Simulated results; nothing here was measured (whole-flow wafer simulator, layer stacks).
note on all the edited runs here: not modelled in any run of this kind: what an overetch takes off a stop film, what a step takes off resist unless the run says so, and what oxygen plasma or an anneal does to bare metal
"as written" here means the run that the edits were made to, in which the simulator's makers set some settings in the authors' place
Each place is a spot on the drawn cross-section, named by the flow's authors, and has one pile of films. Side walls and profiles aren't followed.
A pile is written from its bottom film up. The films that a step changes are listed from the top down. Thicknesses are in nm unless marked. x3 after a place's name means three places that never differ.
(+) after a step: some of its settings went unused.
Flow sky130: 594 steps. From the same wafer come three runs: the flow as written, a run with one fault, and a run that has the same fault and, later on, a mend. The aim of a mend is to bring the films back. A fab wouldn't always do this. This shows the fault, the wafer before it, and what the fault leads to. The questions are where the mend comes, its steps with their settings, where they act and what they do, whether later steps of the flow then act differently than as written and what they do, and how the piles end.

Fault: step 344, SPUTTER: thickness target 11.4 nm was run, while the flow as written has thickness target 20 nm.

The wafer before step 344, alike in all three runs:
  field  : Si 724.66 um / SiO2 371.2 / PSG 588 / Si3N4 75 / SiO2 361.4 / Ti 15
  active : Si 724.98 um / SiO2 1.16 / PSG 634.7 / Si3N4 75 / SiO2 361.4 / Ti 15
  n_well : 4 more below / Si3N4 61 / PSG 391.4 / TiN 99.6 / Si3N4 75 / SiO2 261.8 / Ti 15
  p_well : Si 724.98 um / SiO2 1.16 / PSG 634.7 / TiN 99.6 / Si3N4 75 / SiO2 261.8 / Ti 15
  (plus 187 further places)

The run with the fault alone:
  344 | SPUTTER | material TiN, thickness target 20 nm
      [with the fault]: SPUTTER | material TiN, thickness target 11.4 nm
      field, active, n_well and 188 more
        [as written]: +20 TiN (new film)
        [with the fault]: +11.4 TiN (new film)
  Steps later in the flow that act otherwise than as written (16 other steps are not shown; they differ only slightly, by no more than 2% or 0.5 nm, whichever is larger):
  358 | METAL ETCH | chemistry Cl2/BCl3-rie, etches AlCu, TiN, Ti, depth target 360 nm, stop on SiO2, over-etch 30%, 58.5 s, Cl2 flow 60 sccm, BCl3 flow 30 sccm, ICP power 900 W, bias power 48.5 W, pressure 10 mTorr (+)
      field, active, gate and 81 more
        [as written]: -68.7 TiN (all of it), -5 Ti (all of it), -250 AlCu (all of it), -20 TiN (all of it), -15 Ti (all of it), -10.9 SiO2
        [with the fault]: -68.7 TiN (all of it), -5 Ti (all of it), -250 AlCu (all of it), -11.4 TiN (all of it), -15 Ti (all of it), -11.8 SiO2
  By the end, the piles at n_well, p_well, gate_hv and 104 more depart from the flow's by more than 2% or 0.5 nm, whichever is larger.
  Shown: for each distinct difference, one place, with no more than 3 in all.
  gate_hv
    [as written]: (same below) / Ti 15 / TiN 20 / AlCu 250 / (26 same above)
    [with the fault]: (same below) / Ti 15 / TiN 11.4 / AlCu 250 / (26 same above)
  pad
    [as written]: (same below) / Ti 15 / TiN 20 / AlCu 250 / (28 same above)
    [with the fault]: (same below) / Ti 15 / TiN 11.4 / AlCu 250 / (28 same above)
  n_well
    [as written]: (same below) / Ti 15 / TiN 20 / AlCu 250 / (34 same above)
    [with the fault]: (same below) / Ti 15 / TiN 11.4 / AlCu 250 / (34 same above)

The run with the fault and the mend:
  The mend stands after step 344.
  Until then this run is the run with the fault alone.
  344a | SPUTTER | material TiN, thickness target 8.6 nm (the flow's step 344 again, with other settings)
      field, active, n_well and 188 more
        +8.6 TiN
  None of the later steps of the flow acts differently than as written at any place that is followed.
  By the end, the piles equal the flow's at every place that both follow.
